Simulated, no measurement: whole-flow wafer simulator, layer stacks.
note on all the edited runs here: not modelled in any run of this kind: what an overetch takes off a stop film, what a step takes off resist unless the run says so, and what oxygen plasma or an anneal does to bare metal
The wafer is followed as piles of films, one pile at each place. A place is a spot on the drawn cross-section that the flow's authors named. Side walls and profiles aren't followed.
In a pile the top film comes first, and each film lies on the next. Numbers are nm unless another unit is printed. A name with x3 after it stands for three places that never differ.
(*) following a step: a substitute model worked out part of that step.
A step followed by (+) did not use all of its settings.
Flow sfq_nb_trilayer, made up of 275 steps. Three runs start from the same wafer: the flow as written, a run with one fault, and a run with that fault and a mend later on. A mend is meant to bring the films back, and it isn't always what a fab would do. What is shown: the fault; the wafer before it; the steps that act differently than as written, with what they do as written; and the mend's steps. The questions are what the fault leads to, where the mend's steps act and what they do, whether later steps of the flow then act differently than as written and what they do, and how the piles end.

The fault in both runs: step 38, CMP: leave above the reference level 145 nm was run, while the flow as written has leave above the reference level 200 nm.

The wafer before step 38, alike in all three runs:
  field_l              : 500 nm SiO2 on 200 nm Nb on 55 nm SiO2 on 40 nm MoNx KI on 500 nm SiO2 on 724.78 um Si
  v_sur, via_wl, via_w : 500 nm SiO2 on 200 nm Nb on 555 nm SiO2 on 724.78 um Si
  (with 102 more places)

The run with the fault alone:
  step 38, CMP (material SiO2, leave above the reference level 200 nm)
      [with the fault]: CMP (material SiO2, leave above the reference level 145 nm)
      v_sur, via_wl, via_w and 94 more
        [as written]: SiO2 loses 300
        [with the fault]: SiO2 loses 355
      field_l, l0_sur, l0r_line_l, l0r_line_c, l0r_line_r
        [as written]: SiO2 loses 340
        [with the fault]: SiO2 loses 395
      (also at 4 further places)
  Steps later in the flow that act otherwise than as written (4 more steps, not shown, differ only slightly: by at most 2% or 0.5 nm, whichever is larger):
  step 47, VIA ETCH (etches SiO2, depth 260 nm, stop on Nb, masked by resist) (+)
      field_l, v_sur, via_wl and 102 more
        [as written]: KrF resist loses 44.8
        [with the fault]: KrF resist loses 37.5
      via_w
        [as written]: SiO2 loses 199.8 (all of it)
        [with the fault]: SiO2 loses 144.8 (all of it)
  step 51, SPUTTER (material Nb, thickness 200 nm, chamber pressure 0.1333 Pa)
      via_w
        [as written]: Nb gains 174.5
        [with the fault]: Nb gains 185.7
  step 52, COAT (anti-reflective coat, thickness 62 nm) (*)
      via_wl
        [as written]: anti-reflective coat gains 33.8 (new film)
        [with the fault]: anti-reflective coat gains 35.4 (new film)
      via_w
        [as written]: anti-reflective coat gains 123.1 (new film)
        [with the fault]: anti-reflective coat gains 110.3 (new film)
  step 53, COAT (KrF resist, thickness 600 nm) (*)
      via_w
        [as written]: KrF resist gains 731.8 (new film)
        [with the fault]: KrF resist gains 687 (new film)
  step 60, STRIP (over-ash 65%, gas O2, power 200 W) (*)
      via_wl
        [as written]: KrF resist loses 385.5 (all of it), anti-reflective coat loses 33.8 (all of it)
        [with the fault]: KrF resist loses 390.5 (all of it), anti-reflective coat loses 35.4 (all of it)
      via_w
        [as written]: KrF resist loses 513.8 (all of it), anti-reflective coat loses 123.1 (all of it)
        [with the fault]: KrF resist loses 469.2 (all of it), anti-reflective coat loses 110.3 (all of it)
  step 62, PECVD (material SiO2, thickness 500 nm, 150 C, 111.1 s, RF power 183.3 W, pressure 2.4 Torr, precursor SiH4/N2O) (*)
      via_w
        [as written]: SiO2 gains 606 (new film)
        [with the fault]: SiO2 gains 515.3 (new film)
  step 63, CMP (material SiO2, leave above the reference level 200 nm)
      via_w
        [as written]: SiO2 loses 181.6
        [with the fault]: SiO2 loses 157.1
  By the end, the piles at v_sur, via_wl, via_w and 86 more depart from the flow's by more than 2% or 0.5 nm, whichever is larger.
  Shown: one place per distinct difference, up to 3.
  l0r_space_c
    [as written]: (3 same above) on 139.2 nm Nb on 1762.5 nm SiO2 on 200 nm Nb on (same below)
    [with the fault]: (3 same above) on 139.2 nm Nb on 1707.5 nm SiO2 on 200 nm Nb on (same below)
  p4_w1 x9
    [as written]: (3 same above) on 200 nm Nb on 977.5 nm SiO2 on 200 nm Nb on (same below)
    [with the fault]: (3 same above) on 200 nm Nb on 922.5 nm SiO2 on 200 nm Nb on (same below)
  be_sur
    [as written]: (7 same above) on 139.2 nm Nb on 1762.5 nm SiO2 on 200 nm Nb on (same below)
    [with the fault]: (7 same above) on 139.2 nm Nb on 1707.5 nm SiO2 on 200 nm Nb on (same below)

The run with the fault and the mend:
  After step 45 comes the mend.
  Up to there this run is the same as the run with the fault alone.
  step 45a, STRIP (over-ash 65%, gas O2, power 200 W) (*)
      field_l, v_sur, via_wl and 102 more
        KrF resist loses 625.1 (all of it), anti-reflective coat loses 62 (all of it)
      via_w
        anti-reflective coat loses 62 (all of it)
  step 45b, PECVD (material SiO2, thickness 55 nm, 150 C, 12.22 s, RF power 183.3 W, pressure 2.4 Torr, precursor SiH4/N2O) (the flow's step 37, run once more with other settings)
      field_l, v_sur, via_wl and 103 more
        SiO2 gains 55
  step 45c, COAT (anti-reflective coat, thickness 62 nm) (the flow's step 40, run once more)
      field_l, v_sur, via_wl and 103 more
        anti-reflective coat gains 62 (new film)
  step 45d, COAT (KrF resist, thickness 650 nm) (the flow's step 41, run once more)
      field_l, v_sur, via_wl and 103 more
        KrF resist gains 650 (new film)
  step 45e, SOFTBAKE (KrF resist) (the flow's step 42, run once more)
      alters no film at any place that is followed
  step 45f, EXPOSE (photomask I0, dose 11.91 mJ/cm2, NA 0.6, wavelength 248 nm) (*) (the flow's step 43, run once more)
      alters no film at any place that is followed
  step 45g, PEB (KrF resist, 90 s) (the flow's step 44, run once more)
      field_l, v_sur, via_wl and 103 more
        KrF resist loses 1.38
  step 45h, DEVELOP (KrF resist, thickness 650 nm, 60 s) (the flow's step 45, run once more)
      field_l, v_sur, via_wl and 102 more
        KrF resist loses 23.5
      via_w
        KrF resist loses 648.6 (all of it)
  Later steps of the flow that are run all act as written at every place that is followed.
  The piles end the same as the flow's at every place that both follow.
